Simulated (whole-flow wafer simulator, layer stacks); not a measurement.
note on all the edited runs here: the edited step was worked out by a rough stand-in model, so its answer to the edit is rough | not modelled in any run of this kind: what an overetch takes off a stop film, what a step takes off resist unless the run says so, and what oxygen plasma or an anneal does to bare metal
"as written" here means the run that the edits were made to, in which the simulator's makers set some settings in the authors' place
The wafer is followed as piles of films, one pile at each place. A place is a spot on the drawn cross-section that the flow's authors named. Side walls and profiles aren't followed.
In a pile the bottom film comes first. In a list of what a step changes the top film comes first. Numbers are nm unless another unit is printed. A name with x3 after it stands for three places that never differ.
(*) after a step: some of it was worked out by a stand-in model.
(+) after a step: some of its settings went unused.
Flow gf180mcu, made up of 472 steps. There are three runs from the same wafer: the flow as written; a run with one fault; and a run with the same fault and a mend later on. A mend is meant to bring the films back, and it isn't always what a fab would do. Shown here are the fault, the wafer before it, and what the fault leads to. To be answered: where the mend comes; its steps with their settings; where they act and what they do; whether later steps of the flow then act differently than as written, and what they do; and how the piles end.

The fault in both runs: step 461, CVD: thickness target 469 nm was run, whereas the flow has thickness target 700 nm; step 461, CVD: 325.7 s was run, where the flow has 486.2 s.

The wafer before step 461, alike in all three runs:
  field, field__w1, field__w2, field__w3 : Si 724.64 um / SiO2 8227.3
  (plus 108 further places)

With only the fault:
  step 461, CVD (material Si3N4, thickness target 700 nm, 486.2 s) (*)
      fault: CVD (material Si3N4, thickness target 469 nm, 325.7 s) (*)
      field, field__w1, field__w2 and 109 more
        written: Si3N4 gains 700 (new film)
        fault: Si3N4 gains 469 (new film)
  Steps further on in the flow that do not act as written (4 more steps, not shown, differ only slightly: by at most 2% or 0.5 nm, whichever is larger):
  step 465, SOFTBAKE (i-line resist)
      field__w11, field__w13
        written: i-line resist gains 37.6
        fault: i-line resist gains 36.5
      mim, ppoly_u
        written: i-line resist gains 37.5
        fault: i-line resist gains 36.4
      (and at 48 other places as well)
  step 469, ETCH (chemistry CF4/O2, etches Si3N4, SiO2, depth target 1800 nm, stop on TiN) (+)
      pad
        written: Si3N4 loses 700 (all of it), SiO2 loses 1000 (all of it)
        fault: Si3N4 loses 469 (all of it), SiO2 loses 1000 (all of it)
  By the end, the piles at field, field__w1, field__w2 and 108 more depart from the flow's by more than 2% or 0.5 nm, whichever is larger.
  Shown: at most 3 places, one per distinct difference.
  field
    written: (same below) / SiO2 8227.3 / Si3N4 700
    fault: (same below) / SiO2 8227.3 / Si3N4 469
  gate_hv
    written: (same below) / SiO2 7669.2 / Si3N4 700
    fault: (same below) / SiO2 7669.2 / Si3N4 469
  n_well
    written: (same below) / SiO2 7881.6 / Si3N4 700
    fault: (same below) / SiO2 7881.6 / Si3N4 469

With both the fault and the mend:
  The mend stands after step 461.
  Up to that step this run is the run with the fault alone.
  step 461a, CVD (material Si3N4, thickness target 231 nm, 160.4 s) (*) (the flow's step 461 again, with other settings)
      field, field__w1, field__w2 and 109 more
        Si3N4 gains 231.1
  None of the later steps of the flow differs from how it acts as written, at any place that is followed, by more than 2% or 0.5 nm, whichever is larger.
  The piles end only slightly different from the flow's at the places that both follow, by no more than 2% or 0.5 nm, whichever is larger.
